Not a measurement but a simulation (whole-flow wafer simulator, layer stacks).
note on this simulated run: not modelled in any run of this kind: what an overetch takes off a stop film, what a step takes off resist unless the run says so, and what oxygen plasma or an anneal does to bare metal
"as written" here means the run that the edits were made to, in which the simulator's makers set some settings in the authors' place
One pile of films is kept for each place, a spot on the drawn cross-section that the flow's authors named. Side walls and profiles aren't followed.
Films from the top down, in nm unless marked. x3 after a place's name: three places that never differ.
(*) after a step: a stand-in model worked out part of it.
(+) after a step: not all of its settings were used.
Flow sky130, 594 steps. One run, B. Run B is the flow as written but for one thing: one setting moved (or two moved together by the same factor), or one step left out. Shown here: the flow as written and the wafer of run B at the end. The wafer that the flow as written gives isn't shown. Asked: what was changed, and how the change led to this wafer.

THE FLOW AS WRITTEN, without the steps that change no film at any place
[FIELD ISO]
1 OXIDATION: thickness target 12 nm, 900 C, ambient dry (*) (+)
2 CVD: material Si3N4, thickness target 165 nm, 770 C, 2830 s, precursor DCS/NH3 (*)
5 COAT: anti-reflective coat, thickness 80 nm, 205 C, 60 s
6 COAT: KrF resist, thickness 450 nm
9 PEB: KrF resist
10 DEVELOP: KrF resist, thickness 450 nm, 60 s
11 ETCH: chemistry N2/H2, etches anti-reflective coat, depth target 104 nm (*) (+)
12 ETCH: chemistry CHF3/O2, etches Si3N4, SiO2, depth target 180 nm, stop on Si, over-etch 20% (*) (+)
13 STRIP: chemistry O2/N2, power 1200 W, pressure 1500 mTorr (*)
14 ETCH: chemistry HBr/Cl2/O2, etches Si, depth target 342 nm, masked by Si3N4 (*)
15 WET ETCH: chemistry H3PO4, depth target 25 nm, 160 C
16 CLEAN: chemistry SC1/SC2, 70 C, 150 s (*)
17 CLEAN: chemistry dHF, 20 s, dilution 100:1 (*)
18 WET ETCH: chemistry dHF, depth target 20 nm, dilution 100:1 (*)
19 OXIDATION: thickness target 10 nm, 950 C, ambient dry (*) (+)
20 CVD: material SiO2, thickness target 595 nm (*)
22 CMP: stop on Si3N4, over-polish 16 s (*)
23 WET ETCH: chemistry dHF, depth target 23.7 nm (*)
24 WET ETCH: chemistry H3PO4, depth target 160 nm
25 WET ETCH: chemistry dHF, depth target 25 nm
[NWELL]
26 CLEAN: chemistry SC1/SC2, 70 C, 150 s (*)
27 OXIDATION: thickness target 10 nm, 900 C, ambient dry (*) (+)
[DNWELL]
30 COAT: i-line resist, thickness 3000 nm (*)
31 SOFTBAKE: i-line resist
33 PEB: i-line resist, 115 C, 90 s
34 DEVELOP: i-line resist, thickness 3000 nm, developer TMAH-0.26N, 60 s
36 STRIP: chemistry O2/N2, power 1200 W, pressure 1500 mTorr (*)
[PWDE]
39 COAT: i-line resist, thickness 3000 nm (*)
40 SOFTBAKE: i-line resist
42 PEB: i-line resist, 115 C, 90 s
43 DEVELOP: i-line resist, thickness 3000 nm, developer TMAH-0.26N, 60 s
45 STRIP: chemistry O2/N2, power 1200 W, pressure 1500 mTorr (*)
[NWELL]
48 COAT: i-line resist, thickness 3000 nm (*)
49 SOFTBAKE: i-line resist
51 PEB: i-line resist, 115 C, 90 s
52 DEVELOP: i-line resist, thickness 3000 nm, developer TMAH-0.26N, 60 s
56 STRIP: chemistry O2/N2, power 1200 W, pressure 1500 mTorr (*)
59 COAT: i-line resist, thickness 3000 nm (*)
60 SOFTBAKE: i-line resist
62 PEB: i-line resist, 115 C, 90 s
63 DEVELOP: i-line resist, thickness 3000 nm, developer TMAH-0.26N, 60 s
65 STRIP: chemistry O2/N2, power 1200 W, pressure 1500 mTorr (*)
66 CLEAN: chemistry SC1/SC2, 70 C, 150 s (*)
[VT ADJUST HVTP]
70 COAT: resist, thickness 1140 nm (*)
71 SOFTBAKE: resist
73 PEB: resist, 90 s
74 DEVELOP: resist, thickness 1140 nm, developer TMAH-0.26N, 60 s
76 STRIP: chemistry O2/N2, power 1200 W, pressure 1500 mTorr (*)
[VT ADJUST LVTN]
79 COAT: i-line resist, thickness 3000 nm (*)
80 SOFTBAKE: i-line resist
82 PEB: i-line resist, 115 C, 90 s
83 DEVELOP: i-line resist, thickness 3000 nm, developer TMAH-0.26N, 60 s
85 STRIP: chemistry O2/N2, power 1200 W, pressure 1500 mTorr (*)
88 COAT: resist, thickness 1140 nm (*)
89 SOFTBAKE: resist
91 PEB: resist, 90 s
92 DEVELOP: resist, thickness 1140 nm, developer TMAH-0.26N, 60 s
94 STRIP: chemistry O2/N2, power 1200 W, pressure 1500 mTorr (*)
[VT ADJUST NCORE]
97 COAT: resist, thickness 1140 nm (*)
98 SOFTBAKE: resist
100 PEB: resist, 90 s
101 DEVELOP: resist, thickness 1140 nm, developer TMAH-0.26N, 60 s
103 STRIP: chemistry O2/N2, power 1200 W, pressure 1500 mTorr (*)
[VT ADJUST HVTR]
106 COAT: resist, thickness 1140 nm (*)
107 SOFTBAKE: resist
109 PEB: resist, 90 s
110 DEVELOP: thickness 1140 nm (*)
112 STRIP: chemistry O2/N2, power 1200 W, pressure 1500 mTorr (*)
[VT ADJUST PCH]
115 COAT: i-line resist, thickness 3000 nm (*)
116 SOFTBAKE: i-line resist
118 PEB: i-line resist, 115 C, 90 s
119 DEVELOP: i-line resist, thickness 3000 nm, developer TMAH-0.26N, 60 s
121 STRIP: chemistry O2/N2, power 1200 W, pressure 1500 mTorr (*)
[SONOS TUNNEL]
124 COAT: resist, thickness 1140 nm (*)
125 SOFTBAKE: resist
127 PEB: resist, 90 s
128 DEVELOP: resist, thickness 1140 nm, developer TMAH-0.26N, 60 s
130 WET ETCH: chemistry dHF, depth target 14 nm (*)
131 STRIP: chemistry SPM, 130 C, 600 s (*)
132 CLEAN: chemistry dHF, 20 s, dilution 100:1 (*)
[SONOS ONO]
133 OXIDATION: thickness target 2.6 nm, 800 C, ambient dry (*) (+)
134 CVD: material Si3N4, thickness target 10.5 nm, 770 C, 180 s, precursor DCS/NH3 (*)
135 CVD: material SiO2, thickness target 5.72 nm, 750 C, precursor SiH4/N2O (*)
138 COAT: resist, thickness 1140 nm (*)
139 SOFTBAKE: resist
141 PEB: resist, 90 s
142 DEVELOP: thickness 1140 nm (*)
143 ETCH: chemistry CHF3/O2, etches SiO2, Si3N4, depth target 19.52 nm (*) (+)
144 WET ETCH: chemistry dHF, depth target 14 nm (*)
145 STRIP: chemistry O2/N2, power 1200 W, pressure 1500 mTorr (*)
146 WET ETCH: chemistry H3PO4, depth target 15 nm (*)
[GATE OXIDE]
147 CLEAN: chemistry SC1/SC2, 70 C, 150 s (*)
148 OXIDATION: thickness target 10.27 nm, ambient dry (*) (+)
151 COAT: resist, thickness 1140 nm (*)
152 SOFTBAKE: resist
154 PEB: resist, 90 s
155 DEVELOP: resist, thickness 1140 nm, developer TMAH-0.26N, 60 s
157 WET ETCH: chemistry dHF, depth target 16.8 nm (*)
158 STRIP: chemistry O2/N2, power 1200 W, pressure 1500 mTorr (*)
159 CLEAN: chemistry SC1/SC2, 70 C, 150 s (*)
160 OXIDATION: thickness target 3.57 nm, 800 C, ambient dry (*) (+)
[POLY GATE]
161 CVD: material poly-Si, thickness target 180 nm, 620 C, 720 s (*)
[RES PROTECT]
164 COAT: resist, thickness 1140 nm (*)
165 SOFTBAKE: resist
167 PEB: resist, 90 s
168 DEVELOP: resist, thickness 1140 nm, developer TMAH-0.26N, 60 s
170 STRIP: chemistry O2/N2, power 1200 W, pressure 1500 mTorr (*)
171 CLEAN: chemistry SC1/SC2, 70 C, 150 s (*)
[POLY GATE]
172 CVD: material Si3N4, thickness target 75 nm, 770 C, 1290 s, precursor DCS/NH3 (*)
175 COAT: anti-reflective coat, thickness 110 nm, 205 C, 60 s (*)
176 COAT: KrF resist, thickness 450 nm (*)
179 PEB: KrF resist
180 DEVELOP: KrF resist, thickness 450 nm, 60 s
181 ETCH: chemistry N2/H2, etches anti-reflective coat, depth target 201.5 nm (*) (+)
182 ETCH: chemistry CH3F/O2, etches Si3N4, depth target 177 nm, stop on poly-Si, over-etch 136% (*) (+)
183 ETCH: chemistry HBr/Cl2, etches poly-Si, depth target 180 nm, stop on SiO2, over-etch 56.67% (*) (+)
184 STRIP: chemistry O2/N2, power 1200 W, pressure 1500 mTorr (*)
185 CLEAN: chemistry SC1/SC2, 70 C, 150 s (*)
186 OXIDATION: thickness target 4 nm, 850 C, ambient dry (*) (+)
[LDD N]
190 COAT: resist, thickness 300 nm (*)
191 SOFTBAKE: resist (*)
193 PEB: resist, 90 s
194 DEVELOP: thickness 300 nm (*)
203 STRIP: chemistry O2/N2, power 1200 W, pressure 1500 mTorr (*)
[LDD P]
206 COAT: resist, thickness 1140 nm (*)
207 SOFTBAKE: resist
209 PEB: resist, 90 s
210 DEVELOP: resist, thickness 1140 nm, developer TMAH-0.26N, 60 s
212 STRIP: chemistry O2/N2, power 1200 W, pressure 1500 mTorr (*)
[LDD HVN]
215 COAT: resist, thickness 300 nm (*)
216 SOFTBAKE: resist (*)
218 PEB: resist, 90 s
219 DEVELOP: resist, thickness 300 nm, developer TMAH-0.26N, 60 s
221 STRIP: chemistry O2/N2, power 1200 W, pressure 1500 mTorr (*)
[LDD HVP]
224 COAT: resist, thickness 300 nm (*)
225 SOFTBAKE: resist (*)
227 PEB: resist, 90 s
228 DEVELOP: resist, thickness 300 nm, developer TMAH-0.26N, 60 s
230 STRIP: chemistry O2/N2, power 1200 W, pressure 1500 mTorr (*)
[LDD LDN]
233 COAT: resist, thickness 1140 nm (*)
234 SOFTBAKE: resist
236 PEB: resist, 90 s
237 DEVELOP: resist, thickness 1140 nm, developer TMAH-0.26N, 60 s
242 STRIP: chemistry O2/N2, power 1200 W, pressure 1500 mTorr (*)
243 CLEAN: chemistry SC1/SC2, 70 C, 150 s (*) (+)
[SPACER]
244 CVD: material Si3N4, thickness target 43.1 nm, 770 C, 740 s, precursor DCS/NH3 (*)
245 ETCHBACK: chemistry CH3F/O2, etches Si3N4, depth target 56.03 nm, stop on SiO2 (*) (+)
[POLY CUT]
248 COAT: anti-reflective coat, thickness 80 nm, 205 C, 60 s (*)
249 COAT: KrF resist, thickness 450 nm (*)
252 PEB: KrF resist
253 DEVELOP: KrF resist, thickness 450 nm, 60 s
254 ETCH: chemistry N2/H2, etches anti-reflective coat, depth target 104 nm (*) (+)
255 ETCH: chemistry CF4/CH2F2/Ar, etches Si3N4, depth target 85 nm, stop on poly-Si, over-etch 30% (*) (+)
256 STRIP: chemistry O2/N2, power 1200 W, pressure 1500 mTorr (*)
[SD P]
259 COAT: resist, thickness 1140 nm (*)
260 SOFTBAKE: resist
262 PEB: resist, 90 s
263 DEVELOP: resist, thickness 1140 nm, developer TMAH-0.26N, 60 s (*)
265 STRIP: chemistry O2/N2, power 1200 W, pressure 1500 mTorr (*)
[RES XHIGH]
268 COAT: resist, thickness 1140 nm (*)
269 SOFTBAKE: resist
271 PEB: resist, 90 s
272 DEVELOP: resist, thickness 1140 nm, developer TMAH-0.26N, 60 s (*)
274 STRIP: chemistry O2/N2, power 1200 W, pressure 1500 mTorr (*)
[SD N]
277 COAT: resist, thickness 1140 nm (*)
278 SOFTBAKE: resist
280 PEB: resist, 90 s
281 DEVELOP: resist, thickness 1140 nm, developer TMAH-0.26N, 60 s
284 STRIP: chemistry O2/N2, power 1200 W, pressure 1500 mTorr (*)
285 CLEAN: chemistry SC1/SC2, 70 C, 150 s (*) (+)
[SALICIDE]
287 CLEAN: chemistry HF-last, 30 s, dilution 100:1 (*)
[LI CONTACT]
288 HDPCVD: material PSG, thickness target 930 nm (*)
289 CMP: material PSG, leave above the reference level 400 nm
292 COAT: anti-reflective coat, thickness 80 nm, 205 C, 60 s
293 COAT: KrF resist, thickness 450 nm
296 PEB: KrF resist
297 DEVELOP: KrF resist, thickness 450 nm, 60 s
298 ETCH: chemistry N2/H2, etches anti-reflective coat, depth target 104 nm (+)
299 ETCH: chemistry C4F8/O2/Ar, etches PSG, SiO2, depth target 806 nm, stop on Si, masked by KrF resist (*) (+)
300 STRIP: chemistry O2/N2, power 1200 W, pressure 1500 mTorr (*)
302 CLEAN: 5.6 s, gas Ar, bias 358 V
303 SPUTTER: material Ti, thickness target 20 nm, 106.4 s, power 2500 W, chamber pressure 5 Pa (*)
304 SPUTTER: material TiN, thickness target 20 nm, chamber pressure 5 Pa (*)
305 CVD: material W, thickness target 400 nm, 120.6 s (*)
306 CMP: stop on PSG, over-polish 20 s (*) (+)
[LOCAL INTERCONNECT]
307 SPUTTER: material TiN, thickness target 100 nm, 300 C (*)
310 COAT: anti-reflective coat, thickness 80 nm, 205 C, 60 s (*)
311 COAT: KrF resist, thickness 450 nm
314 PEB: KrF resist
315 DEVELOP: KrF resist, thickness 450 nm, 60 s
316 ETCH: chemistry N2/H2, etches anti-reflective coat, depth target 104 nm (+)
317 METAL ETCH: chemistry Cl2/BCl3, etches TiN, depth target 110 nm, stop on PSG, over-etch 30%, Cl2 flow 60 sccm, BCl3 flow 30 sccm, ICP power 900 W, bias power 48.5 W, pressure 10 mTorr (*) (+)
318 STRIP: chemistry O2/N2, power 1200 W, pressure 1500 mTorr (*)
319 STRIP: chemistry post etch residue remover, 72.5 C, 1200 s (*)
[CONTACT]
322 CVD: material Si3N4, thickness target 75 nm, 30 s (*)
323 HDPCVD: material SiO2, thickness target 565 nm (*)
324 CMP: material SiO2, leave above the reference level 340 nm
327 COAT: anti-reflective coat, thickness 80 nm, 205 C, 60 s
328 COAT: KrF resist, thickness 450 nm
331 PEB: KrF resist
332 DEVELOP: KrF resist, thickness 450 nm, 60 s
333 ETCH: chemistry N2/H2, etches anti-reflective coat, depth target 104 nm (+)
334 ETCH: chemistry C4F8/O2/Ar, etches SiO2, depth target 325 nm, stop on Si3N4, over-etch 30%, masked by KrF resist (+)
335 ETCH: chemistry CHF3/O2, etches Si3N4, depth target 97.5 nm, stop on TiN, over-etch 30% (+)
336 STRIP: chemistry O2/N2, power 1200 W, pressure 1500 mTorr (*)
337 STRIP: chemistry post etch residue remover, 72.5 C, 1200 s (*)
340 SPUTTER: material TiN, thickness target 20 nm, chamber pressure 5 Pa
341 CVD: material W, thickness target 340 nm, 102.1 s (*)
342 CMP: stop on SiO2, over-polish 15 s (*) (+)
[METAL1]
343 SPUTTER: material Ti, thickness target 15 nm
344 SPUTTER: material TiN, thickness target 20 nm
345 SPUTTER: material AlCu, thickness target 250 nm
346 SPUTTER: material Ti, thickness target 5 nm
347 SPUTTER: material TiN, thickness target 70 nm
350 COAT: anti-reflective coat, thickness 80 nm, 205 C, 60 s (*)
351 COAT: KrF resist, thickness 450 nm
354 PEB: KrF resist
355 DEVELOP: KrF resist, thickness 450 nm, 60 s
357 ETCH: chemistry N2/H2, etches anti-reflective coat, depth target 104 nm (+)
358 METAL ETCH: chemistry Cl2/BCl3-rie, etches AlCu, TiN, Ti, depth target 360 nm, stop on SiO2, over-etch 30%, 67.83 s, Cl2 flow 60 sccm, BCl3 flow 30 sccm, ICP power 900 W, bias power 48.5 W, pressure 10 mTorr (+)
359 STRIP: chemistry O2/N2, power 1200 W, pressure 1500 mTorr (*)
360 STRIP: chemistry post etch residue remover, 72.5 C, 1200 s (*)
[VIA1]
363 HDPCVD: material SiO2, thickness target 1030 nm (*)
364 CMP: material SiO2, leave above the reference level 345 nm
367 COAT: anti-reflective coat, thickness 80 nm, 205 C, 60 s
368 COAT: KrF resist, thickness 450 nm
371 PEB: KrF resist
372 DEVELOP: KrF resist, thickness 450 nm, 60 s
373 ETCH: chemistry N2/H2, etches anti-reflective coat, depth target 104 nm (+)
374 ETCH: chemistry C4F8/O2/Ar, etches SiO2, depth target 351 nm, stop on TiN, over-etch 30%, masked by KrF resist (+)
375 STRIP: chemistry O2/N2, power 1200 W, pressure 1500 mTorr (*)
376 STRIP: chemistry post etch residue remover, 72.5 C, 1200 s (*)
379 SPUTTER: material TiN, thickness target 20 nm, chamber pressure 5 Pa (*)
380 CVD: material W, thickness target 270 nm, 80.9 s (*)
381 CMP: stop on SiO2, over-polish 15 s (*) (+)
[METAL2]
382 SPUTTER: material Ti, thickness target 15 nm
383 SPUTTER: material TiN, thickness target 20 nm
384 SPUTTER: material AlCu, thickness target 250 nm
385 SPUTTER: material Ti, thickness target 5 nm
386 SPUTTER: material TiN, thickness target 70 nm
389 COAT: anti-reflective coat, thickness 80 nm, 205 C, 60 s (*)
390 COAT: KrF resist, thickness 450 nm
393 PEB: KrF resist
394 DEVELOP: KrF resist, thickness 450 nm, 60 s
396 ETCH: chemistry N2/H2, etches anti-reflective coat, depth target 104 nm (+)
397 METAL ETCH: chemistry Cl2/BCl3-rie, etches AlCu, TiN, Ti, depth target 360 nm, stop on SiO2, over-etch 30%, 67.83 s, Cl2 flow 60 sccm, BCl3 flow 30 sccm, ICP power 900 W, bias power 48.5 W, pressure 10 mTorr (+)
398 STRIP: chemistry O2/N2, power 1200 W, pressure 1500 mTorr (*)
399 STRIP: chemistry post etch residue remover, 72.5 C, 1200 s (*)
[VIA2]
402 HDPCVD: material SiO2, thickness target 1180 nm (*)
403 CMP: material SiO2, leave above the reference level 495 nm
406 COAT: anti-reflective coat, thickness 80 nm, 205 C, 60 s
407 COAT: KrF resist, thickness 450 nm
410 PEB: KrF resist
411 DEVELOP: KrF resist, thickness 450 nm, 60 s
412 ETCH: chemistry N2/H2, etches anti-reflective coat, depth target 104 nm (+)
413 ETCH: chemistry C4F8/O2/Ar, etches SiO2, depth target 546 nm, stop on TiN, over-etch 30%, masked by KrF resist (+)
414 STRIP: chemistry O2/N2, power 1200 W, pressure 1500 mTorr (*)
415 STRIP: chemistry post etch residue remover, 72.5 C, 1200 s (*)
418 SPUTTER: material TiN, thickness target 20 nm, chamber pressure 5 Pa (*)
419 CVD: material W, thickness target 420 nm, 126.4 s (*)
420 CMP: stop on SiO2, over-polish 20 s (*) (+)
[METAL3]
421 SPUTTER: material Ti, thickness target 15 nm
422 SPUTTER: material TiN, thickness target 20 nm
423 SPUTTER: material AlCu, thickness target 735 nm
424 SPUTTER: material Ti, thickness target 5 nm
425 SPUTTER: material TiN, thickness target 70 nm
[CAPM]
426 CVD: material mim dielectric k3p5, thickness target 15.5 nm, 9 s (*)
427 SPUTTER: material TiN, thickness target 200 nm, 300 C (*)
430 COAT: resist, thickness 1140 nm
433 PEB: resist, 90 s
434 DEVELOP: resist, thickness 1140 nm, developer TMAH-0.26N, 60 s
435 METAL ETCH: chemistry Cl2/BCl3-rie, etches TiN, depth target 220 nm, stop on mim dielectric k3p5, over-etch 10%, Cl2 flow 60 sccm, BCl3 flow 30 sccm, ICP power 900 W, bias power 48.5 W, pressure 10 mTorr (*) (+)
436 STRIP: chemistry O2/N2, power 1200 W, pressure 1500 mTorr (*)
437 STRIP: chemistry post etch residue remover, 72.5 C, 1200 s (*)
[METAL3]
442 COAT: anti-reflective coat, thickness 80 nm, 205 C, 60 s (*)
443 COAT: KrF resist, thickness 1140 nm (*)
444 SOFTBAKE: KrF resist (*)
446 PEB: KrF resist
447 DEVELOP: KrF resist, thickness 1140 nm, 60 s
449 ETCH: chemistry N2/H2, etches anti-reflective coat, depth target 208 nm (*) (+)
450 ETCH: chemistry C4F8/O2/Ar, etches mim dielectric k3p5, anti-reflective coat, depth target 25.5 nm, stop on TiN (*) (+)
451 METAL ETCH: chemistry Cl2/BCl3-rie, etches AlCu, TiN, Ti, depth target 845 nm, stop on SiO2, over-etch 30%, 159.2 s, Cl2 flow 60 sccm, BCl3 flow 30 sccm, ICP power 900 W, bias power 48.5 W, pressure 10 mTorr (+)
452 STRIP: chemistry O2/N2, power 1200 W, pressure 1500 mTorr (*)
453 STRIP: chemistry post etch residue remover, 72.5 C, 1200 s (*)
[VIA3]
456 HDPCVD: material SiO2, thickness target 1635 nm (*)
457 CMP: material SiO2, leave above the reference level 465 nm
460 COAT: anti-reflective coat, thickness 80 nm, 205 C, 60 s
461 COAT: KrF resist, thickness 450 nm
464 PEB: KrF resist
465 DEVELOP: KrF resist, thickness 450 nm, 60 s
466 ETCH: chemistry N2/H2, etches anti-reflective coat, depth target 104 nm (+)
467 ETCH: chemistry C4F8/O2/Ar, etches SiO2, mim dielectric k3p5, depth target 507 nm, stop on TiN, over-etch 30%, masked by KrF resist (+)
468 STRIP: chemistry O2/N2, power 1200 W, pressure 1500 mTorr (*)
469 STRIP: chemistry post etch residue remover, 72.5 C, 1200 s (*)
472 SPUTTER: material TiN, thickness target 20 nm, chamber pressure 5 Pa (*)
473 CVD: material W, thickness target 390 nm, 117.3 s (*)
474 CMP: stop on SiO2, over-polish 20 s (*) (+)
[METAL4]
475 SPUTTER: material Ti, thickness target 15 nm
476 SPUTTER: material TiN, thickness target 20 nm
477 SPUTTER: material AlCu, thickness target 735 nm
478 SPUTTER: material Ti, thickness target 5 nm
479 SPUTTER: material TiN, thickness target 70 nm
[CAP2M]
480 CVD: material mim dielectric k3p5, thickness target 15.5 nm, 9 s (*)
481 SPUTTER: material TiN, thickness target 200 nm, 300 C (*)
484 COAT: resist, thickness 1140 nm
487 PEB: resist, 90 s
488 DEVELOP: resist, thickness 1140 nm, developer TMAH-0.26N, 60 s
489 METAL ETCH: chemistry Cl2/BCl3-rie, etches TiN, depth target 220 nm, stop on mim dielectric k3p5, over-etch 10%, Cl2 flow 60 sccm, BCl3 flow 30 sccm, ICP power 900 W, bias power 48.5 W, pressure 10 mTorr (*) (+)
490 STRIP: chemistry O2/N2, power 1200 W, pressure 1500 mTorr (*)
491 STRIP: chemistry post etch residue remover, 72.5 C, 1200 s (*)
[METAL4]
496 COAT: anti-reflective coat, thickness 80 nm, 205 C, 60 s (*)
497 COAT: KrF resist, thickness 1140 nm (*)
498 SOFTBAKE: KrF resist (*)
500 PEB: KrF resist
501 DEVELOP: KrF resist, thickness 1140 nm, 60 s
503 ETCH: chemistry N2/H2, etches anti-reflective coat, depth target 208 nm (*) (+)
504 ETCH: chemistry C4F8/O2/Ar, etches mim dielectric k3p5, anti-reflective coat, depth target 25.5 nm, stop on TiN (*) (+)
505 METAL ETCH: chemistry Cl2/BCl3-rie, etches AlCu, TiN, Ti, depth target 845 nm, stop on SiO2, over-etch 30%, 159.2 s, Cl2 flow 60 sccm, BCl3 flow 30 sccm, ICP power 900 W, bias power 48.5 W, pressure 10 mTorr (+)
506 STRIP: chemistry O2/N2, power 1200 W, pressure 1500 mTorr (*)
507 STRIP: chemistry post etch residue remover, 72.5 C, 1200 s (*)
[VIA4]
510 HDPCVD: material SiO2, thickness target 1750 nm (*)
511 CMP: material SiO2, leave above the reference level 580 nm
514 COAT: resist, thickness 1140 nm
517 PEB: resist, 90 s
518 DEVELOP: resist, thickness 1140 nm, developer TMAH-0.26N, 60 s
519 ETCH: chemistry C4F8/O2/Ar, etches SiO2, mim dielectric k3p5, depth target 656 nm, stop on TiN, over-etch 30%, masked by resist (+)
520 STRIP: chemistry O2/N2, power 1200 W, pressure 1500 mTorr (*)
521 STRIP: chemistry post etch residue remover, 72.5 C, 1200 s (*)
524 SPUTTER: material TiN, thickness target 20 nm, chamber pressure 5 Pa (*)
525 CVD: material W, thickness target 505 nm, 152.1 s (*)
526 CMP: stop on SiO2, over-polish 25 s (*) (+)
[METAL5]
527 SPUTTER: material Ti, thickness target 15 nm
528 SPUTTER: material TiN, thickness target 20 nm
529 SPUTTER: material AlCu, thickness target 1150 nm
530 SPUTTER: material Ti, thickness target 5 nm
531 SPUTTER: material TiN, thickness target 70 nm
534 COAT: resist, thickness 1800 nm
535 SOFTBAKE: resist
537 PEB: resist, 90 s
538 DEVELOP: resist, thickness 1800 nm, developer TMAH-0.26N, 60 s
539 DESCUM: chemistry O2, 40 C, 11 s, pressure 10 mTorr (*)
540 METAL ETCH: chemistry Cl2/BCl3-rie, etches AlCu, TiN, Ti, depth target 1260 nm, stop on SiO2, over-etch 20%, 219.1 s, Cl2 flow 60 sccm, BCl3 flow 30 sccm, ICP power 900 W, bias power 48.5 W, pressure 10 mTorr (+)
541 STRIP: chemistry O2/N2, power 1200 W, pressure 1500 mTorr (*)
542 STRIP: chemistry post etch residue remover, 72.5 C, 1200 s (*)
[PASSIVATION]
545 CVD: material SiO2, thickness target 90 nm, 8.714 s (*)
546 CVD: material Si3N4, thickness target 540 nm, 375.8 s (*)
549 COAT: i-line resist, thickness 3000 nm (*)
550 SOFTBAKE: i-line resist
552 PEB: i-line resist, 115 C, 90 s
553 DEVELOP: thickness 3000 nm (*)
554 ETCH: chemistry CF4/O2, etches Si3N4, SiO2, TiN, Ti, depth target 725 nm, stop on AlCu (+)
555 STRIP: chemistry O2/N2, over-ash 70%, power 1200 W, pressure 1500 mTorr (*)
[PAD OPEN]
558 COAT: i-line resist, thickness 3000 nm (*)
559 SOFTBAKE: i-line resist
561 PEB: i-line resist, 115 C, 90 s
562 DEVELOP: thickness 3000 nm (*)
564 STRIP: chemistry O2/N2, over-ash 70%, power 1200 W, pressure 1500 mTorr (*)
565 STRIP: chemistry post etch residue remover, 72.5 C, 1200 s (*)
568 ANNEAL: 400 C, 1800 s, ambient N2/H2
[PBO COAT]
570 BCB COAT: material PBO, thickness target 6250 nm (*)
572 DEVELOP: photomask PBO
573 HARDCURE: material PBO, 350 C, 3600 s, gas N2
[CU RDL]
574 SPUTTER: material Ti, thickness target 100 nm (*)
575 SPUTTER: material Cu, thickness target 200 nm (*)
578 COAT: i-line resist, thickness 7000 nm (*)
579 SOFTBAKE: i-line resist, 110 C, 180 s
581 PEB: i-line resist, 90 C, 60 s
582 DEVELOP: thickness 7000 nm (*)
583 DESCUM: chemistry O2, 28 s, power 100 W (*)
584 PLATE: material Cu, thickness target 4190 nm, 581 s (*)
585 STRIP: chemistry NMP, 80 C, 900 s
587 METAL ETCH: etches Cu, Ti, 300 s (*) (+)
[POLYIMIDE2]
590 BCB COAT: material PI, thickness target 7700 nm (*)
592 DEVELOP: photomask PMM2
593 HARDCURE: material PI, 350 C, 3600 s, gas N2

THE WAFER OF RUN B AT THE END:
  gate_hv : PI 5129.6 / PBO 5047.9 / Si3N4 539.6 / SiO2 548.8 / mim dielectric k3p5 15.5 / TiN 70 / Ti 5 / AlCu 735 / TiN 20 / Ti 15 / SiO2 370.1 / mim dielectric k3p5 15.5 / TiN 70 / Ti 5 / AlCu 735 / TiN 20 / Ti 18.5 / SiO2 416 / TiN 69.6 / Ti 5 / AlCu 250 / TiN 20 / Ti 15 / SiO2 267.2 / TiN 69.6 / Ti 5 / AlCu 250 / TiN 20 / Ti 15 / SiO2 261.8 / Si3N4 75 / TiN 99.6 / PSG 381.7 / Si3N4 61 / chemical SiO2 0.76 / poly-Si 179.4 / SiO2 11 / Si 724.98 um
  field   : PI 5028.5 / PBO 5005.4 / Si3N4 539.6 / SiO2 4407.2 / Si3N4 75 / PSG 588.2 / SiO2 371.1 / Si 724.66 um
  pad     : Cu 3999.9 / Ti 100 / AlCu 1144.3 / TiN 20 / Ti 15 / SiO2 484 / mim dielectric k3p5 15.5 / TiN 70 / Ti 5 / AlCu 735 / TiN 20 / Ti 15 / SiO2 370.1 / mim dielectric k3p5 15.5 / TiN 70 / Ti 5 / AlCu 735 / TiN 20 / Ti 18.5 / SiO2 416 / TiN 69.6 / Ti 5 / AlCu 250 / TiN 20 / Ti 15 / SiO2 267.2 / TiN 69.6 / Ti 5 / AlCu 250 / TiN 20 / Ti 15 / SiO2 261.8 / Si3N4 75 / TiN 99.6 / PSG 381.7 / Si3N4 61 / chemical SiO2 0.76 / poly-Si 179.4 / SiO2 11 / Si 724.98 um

The cause: step 421, SPUTTER: thickness target 18.5 nm was run, where the flow has thickness target 15 nm.
It can be read off the wafer: gate_hv has Ti 18.5, and step 421 as written asks for 15 nm.

How the change led to this, step by step:
  421 SPUTTER: material Ti, thickness target 15 nm
      field, active, n_well and 188 more: Ti +18.5 (new film) (as written it would be: Ti +15 (new film))
  451 METAL ETCH: chemistry Cl2/BCl3-rie, etches AlCu, TiN, Ti, depth target 845 nm, stop on SiO2, over-etch 30%, 159.2 s, Cl2 flow 60 sccm, BCl3 flow 30 sccm, ICP power 900 W, bias power 48.5 W, pressure 10 mTorr (+)
      field, active, gate and 69 more: TiN -70 (all of it), Ti -5 (all of it), AlCu -735 (all of it), TiN -20 (all of it), Ti -18.5 (all of it), SiO2 -25 (as written it would be: TiN -70 (all of it), Ti -5 (all of it), AlCu -735 (all of it), TiN -20 (all of it), Ti -15 (all of it), SiO2 -25.4)
      vpp_ln, vpp_iso2, ndiff_ln and 10 more: TiN -70 (all of it), Ti -5 (all of it), AlCu -735 (all of it), TiN -20 (all of it), Ti -18.5 (all of it), SiO2 -25 (as written it would be: TiN -70 (all of it), Ti -5 (all of it), AlCu -735 (all of it), TiN -20 (all of it), Ti -15 (all of it), SiO2 -25.3)
